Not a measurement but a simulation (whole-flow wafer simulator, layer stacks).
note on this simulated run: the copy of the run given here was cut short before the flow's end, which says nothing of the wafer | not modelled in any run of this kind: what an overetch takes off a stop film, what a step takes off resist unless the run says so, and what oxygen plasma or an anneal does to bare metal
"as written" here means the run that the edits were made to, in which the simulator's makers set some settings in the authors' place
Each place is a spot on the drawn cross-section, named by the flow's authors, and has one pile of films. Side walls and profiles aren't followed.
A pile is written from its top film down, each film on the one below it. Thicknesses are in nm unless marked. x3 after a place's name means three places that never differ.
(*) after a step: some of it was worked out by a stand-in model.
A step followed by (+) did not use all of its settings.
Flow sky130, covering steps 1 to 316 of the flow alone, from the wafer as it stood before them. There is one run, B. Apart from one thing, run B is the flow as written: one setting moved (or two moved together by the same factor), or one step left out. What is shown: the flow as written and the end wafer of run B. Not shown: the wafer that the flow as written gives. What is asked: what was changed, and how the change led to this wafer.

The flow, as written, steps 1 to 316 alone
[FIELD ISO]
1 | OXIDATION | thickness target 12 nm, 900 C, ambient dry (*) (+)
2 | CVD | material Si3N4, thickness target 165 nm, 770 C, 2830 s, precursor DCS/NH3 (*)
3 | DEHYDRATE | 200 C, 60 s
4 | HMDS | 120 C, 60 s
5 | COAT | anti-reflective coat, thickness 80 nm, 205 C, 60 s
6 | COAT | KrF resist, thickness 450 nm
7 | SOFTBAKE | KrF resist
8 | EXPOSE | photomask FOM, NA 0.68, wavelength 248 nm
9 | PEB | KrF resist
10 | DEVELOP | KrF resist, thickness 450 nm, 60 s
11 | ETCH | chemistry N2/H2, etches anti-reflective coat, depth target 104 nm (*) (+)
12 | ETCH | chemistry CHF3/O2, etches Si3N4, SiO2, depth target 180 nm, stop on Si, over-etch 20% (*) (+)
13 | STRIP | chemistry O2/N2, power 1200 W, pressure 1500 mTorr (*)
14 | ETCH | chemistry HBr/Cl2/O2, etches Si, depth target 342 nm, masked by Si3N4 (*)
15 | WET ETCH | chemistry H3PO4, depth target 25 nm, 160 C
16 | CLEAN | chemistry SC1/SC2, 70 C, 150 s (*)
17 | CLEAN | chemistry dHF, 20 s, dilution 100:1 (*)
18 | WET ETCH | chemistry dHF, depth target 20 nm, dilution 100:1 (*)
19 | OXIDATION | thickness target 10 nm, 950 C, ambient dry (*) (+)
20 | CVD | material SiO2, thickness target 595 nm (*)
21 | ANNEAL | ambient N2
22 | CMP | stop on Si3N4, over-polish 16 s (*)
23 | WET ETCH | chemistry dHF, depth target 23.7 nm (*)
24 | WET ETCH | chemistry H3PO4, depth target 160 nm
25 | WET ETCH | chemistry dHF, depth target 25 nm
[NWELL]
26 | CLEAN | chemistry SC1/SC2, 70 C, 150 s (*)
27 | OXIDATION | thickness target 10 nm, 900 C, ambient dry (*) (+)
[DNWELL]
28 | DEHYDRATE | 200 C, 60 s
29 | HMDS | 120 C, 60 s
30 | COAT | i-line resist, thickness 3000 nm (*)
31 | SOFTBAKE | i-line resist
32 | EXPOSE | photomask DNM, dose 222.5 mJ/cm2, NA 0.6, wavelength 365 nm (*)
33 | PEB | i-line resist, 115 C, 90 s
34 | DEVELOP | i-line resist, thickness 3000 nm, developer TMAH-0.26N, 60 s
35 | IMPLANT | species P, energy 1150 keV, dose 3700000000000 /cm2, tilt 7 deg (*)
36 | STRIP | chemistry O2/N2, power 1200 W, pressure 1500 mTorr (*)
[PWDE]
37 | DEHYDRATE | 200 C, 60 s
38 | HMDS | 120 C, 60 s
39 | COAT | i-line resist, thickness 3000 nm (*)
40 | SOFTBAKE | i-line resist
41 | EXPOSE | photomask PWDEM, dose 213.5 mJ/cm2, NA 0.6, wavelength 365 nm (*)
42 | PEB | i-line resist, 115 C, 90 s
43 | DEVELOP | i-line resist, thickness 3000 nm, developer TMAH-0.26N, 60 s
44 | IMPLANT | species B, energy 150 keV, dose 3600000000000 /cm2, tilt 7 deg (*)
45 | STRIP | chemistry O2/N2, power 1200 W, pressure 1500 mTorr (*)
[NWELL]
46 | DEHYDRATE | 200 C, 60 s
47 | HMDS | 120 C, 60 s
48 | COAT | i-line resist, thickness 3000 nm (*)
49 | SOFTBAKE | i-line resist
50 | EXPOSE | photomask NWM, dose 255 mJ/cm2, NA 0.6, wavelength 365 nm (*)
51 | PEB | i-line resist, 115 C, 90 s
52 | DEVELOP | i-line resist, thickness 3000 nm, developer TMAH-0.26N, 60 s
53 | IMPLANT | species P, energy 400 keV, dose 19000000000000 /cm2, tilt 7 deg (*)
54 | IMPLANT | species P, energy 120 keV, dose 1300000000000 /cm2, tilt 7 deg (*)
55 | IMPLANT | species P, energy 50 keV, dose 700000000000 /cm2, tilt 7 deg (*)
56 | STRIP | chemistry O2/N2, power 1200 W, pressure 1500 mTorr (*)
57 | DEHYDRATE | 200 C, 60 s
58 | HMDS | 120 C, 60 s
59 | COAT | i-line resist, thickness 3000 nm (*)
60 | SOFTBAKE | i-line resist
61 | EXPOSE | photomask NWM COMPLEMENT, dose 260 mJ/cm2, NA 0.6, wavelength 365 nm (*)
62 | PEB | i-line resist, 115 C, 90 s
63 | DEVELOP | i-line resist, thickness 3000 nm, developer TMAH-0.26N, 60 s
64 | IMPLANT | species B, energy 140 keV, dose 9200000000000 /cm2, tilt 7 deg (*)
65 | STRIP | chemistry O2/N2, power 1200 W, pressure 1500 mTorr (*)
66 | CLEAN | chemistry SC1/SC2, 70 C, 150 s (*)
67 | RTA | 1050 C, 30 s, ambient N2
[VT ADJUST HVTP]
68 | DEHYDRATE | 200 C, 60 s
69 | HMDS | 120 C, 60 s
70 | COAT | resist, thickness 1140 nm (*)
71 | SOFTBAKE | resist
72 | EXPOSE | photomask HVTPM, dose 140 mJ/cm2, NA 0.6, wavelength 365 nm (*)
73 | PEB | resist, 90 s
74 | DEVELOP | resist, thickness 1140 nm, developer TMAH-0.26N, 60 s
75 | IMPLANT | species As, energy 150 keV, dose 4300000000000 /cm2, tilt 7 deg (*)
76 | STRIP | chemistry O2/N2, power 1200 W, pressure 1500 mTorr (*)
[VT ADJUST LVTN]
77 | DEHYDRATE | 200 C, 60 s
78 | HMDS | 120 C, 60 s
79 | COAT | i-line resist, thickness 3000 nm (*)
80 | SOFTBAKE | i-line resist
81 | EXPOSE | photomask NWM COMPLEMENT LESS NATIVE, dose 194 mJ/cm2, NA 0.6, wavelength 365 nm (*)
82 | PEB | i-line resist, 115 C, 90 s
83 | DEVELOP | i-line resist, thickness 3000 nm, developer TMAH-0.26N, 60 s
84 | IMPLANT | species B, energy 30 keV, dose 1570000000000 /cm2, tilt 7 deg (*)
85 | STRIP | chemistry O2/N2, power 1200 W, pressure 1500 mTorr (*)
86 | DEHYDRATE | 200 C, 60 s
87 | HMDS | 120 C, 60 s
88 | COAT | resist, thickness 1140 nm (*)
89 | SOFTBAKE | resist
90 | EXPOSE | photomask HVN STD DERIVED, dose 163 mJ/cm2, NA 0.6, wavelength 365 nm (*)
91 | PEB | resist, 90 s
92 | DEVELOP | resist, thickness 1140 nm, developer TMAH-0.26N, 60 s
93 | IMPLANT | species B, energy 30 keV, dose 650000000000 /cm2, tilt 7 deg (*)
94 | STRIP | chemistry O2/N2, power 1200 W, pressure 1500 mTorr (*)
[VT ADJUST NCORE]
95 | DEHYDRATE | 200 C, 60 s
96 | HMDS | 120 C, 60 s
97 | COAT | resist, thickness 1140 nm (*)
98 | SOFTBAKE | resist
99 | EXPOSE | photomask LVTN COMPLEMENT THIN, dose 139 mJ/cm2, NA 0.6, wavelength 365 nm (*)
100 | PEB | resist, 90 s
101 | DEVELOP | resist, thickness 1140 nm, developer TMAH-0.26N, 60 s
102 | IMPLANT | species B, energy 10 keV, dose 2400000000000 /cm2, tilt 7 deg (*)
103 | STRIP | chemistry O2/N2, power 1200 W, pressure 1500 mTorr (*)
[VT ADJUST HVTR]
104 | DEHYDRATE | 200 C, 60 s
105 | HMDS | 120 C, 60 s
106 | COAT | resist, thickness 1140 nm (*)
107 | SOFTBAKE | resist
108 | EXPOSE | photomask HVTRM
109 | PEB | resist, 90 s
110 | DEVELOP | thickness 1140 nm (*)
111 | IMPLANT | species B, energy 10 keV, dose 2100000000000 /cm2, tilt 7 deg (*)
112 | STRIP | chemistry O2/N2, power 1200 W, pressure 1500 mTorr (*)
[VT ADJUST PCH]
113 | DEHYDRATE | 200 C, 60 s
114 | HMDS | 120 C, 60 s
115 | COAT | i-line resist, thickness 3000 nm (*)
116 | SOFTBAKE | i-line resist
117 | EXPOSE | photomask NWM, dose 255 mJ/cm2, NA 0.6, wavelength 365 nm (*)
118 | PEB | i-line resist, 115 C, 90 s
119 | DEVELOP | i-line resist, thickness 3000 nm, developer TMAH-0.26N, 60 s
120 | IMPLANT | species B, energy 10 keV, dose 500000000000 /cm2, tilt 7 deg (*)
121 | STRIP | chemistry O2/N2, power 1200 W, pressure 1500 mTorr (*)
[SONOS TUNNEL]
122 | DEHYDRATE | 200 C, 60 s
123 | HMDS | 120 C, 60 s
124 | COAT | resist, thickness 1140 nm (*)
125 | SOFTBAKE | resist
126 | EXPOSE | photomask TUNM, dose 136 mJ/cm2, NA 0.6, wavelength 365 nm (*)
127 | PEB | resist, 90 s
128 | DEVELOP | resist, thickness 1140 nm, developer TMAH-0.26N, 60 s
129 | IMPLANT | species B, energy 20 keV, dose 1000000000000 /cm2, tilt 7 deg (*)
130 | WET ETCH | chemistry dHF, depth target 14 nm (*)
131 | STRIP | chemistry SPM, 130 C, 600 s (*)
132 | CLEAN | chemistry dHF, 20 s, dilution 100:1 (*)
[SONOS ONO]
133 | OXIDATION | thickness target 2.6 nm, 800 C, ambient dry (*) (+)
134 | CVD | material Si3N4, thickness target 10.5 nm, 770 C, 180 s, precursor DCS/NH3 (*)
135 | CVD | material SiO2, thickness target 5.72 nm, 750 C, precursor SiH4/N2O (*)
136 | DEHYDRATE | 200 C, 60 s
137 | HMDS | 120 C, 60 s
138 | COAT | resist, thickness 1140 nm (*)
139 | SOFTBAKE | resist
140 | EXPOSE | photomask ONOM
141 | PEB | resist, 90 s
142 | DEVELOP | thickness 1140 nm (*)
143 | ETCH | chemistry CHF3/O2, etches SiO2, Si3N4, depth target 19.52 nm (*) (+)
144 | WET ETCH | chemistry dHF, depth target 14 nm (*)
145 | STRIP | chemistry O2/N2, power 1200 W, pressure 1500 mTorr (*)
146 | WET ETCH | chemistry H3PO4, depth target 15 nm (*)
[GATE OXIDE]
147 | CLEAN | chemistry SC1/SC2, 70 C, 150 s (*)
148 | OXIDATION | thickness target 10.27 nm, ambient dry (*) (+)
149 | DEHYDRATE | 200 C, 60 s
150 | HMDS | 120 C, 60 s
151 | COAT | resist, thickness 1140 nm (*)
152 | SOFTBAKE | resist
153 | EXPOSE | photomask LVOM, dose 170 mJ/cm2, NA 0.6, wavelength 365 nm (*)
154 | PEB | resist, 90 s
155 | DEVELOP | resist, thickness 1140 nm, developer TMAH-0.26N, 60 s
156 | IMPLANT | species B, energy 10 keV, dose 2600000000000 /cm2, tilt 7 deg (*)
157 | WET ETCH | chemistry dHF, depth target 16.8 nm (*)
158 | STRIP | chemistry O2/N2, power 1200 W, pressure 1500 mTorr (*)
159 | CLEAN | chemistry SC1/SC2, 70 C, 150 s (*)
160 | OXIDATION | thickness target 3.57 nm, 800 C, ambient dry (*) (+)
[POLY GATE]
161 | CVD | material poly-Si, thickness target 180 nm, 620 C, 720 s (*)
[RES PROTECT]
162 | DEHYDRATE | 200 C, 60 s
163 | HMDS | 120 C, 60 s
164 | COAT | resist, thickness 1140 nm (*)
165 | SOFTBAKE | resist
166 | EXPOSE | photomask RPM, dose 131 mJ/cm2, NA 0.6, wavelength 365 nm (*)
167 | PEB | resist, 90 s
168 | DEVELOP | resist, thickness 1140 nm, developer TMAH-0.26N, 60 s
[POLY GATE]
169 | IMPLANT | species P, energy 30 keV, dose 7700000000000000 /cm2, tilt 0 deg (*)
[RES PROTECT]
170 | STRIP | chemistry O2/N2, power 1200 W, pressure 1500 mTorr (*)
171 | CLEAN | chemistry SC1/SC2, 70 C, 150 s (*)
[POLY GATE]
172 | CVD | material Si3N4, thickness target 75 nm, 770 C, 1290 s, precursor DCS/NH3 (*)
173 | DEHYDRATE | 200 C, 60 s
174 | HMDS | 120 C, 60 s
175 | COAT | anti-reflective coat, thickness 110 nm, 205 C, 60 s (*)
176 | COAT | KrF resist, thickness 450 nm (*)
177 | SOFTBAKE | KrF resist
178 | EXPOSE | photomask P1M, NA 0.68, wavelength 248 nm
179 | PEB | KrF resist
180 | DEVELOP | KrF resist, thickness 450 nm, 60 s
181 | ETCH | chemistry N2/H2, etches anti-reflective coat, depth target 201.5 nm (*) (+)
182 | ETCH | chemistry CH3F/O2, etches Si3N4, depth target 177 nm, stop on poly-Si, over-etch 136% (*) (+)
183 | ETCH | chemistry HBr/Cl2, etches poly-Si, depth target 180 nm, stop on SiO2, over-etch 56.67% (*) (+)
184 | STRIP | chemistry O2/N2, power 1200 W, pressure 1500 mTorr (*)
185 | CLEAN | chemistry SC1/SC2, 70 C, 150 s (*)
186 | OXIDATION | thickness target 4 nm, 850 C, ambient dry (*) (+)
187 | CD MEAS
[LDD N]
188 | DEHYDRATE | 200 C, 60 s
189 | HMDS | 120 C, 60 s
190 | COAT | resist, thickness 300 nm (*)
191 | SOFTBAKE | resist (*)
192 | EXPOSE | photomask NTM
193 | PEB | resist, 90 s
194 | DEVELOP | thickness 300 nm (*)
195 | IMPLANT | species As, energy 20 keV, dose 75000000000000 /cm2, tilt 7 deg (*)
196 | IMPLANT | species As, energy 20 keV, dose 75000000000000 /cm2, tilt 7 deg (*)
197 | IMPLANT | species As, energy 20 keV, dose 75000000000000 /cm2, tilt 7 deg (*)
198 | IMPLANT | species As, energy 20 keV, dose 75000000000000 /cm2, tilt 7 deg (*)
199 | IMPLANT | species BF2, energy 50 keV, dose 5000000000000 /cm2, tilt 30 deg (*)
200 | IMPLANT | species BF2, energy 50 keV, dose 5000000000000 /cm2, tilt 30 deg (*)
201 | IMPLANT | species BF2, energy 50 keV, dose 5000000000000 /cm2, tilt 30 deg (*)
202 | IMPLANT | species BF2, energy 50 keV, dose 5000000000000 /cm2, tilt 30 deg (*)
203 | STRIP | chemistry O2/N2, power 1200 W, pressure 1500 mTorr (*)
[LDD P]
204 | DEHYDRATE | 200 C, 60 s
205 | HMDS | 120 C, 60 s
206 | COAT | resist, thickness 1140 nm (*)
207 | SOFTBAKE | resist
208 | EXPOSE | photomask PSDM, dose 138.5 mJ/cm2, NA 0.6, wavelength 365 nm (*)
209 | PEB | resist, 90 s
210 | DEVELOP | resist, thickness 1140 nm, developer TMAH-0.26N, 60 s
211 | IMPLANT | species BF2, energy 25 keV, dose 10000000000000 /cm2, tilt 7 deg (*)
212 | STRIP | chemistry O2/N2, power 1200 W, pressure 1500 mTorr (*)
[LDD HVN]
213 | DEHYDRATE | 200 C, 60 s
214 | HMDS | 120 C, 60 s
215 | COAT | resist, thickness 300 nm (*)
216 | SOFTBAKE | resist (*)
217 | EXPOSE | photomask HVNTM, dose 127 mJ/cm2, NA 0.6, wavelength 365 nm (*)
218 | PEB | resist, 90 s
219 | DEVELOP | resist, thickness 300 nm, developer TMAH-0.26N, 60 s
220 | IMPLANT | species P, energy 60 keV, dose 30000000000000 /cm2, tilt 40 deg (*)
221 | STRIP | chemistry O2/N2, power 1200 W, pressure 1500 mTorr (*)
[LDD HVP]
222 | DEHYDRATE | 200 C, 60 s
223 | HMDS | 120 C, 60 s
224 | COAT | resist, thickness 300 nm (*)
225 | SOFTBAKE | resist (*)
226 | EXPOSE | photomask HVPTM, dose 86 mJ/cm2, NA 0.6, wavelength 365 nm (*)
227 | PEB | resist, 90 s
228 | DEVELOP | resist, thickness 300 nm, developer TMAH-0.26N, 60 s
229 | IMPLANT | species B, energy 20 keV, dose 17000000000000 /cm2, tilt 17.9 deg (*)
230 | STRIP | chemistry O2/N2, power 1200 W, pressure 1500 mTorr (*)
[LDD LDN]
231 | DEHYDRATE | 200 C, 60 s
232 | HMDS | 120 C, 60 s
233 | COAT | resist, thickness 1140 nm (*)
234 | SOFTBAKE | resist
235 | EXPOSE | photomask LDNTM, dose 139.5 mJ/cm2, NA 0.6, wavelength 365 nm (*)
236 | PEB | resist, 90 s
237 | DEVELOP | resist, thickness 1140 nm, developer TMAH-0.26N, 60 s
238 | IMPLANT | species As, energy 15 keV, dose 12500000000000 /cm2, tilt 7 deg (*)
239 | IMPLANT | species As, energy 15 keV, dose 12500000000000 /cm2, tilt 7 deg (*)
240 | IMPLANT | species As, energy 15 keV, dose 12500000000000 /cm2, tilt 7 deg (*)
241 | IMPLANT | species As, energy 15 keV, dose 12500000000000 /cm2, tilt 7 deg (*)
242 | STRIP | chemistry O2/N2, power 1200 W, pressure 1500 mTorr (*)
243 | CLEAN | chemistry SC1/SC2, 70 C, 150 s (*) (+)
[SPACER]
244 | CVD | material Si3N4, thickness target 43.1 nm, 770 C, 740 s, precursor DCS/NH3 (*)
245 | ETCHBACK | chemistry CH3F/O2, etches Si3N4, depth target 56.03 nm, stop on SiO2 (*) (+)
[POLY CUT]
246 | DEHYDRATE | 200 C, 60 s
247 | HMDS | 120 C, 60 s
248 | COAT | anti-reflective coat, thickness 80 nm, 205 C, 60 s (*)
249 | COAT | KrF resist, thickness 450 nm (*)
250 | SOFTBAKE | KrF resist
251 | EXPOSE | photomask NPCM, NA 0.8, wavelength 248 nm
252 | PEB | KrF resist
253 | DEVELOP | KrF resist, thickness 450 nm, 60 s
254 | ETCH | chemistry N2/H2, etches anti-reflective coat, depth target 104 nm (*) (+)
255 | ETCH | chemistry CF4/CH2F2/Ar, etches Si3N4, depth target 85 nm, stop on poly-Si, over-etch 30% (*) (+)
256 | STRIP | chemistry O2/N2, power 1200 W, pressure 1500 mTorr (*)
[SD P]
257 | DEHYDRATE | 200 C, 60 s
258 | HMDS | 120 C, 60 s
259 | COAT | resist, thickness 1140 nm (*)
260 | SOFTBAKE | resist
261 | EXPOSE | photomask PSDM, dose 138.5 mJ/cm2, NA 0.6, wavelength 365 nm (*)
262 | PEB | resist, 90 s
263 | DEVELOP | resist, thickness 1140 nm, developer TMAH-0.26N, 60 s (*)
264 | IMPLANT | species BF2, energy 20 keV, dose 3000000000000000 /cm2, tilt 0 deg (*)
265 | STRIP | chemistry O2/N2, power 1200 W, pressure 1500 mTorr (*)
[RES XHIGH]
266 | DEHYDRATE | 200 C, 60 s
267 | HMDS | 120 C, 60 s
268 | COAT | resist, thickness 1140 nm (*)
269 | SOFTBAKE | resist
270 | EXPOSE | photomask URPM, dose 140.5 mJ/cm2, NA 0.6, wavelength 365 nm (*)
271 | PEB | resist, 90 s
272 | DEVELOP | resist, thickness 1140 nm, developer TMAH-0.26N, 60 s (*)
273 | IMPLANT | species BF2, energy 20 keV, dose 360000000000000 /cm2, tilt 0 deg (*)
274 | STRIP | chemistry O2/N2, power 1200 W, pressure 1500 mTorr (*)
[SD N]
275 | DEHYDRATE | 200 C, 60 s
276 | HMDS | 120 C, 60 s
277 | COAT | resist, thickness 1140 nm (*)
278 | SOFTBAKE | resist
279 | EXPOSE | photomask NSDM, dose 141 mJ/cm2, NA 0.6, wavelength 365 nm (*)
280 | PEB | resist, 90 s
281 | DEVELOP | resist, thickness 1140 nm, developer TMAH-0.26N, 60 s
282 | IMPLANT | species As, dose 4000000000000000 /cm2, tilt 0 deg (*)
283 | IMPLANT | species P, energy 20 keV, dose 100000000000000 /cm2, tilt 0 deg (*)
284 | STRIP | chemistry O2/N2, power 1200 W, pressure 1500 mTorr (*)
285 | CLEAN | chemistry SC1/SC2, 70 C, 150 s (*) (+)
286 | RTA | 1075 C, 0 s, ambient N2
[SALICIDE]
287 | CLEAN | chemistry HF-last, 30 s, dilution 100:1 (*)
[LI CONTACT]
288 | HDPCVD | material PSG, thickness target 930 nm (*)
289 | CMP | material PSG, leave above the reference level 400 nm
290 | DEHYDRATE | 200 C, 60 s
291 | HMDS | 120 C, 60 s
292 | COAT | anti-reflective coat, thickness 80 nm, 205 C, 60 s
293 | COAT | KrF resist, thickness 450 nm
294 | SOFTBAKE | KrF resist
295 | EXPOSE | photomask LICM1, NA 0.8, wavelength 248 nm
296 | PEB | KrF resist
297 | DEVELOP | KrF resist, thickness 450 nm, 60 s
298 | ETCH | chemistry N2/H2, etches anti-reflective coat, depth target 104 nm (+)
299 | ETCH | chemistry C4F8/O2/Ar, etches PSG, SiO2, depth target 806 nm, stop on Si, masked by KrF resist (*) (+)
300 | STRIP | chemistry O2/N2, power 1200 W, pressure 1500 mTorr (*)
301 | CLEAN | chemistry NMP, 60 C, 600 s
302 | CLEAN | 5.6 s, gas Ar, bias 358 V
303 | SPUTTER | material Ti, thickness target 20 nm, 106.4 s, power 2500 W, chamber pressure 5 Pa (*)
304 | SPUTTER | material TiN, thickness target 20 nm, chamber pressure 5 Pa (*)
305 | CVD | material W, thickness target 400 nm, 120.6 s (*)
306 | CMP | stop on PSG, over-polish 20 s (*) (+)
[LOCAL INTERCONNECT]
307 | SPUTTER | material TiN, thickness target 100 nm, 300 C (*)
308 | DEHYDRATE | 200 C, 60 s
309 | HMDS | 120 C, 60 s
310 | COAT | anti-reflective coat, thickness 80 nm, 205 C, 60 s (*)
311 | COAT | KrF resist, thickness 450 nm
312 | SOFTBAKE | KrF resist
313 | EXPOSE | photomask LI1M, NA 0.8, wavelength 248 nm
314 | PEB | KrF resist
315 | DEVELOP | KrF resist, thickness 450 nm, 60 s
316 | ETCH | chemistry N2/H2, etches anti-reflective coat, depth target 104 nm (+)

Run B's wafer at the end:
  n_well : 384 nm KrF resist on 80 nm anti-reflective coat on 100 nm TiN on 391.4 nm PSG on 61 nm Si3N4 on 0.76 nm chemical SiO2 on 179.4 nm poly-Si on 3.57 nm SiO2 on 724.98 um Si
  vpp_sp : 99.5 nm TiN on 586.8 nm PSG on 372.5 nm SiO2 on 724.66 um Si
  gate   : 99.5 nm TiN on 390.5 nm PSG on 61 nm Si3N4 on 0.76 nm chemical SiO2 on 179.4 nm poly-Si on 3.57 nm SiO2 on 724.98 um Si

What caused this: step 316, ETCH: depth target 88.6 nm was run, though the flow has depth target 104 nm.

Step by step, how the change led to this:
  316 | ETCH | chemistry N2/H2, etches anti-reflective coat, depth target 104 nm (+)
      n_well, p_well, gate_hv and 97 more: -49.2 KrF resist (it would be, as written: -57.8 KrF resist)
      field, active, gate and 87 more: -80 anti-reflective coat (all of it), -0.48 TiN (it would be, as written: -80 anti-reflective coat (all of it), -1.33 TiN)
      (as well as at 1 more place)
